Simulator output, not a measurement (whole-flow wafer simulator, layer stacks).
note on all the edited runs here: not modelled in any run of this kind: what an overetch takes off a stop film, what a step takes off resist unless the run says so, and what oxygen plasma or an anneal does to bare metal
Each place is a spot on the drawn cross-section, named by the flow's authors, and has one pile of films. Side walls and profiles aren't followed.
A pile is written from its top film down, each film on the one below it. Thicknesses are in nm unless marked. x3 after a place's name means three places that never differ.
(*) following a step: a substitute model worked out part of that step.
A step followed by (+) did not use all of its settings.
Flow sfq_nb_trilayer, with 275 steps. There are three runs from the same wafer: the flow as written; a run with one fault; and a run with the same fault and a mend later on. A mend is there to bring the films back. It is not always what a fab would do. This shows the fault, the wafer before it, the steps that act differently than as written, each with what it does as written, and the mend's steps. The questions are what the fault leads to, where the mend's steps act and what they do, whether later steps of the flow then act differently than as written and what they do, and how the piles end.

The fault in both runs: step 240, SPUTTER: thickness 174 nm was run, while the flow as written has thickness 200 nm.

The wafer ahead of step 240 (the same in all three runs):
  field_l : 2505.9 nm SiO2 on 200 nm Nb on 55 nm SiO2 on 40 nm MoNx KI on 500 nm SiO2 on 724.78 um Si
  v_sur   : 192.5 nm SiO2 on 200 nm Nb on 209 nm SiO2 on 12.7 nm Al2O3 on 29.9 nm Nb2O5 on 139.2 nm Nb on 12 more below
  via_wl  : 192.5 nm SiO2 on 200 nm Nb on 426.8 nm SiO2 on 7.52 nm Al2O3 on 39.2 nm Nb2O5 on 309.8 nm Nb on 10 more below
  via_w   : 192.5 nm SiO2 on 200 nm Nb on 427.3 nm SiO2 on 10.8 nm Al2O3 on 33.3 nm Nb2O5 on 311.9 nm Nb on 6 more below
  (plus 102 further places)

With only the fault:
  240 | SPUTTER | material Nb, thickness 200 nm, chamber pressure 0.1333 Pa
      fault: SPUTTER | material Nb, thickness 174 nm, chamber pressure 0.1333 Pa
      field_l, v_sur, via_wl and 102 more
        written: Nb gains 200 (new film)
        fault: Nb gains 174 (new film)
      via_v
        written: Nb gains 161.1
        fault: Nb gains 140.1
  Later steps of the flow acting differently than as written (4 other steps are not shown; they differ only slightly, by no more than 2% or 0.5 nm, whichever is larger):
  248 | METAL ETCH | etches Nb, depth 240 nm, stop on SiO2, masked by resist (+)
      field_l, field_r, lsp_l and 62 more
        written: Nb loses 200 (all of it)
        fault: Nb loses 174 (all of it)
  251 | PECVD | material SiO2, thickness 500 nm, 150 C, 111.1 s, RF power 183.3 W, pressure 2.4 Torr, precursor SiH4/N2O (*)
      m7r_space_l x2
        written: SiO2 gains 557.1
        fault: SiO2 gains 531.1
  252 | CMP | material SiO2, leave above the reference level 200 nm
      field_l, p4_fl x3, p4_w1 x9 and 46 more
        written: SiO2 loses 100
        fault: SiO2 loses 126
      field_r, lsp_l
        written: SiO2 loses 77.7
        fault: SiO2 loses 106.6
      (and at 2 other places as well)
  The piles end different from the flow's at v_sur, via_wl, via_w and 68 more by more than 2% or 0.5 nm, whichever is larger.
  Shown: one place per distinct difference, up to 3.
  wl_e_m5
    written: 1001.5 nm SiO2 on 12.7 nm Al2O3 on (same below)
    fault: 975.5 nm SiO2 on 12.7 nm Al2O3 on (same below)
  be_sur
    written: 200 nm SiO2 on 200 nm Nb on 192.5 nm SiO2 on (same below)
    fault: 200 nm SiO2 on 174 nm Nb on 192.5 nm SiO2 on (same below)
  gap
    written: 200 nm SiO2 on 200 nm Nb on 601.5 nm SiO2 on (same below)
    fault: 200 nm SiO2 on 174 nm Nb on 601.5 nm SiO2 on (same below)

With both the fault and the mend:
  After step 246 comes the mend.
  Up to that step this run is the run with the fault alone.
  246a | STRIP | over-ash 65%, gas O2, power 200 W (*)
      p4_fl x3, p4_w1 x9, p4_g1 x2 and 46 more
        anti-reflective coat loses 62 (all of it)
      wl_j_sl, wl_jj, wl_j_sr and 14 more
        KrF resist loses 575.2 (all of it), anti-reflective coat loses 62 (all of it)
      field_r, lsp_l, l0_sur, l0v
        anti-reflective coat loses 61.8 (all of it)
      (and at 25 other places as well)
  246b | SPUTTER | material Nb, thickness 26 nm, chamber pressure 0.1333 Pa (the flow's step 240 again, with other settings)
      field_l, v_sur, via_wl and 102 more
        Nb gains 26
      via_v
        Nb gains 18.7
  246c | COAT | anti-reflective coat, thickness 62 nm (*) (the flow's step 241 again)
      p4_fl x3, p4_w1 x9, p4_g1 x2 and 63 more
        anti-reflective coat gains 62 (new film)
      moat, field_r, lsp_l and 6 more
        anti-reflective coat gains 61.8 (new film)
      be_r, r_sur, res, r_end
        anti-reflective coat gains 61.7 (new film)
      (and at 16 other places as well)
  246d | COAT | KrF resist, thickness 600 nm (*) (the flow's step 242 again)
      p4_fl x3, p4_w1 x9, p4_g1 x2 and 63 more
        KrF resist gains 600 (new film)
      field_r, lsp_l, ln_m5, lsp_m, l0v
        KrF resist gains 599.5 (new film)
      ln_m6, lsp_r, l0_sur
        KrF resist gains 599.6 (new film)
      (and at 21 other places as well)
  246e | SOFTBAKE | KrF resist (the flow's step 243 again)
      leaves every film unchanged at each place that is followed
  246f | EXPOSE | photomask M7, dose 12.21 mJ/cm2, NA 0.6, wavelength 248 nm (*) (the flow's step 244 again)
      leaves every film unchanged at each place that is followed
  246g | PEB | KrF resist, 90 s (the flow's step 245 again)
      field_l, v_sur, via_wl and 97 more
        KrF resist loses 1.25
      via_w, via_wr, via_sp, wire, be
        KrF resist loses 1.24
      via_v
        KrF resist loses 1.61
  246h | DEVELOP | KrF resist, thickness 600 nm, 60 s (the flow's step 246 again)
      p4_fl x3, p4_w1 x9, p4_g1 x2 and 46 more
        KrF resist loses 598.7 (all of it)
      v_sur, via_wl, via_w and 38 more
        KrF resist loses 23.5
      field_r, lsp_l
        KrF resist loses 598.2 (all of it)
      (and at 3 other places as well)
  Later steps of the flow that are run all act as written at every place that is followed, up to a difference of at most 2% or 0.5 nm, whichever is larger.
  The piles end only slightly different from the flow's at the places that both follow, by no more than 2% or 0.5 nm, whichever is larger.
